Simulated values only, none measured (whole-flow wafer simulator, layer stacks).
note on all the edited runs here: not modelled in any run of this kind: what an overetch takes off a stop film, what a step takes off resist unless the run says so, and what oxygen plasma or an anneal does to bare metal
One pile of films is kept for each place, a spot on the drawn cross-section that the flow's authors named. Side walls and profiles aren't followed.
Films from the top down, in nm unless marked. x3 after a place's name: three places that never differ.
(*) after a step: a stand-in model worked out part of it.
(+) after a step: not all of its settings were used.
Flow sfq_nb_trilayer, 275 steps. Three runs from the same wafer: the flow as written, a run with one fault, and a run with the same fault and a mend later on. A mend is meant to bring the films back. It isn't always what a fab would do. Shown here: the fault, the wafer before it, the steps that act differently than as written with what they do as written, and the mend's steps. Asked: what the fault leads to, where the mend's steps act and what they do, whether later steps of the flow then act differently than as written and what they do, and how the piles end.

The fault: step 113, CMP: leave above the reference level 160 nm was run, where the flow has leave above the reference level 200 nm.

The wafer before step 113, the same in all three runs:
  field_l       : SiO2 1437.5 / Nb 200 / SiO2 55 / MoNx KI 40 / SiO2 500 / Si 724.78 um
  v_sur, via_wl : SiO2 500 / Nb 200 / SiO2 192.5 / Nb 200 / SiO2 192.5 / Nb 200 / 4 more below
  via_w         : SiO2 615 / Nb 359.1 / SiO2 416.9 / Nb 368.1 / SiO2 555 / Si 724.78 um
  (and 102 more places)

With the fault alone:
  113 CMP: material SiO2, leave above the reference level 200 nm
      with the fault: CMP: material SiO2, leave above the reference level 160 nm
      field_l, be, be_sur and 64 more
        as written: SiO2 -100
        with the fault: SiO2 -140
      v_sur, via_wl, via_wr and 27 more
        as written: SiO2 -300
        with the fault: SiO2 -340
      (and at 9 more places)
  Later steps of the flow that act differently than as written (4 more steps differ only slightly, by at most 2% or 0.5 nm, whichever is larger, and aren't shown):
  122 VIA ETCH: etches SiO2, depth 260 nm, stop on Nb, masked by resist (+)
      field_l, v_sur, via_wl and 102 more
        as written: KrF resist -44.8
        with the fault: KrF resist -41.3
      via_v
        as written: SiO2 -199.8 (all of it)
        with the fault: SiO2 -159.8 (all of it)
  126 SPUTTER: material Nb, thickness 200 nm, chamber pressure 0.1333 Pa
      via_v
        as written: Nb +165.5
        with the fault: Nb +174.3
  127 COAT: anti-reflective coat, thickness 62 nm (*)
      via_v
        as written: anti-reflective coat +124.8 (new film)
        with the fault: anti-reflective coat +114.4 (new film)
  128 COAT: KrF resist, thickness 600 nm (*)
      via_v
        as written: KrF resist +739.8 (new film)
        with the fault: KrF resist +707.7 (new film)
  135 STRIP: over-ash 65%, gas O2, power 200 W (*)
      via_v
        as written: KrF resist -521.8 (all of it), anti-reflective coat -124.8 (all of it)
        with the fault: KrF resist -489.8 (all of it), anti-reflective coat -114.4 (all of it)
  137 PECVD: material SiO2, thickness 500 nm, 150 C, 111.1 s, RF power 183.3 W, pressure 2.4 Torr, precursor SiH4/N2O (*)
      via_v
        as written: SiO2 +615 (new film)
        with the fault: SiO2 +541.7 (new film)
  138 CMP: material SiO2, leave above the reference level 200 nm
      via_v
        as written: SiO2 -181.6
        with the fault: SiO2 -157.1
  At the end the piles differ from the flow's by more than 2% or 0.5 nm, whichever is larger, at v_sur, via_wl, via_w and 74 more.
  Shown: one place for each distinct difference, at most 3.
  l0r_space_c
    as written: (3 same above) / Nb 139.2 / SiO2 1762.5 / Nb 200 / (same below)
    with the fault: (3 same above) / Nb 139.2 / SiO2 1722.5 / Nb 200 / (same below)
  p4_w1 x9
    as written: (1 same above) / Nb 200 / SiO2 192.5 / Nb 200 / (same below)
    with the fault: (1 same above) / Nb 200 / SiO2 152.5 / Nb 200 / (same below)
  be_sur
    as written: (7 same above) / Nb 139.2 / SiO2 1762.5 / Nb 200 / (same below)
    with the fault: (7 same above) / Nb 139.2 / SiO2 1722.5 / Nb 200 / (same below)

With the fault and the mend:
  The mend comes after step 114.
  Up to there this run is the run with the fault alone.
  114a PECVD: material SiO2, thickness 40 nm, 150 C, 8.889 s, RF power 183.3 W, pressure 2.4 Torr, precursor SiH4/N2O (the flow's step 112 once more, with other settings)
      field_l, v_sur, via_wl and 103 more
        SiO2 +40
  No later step of the flow acts differently than as written at any place that is followed.
  At the end the piles are the same as the flow's at every place that both follow.
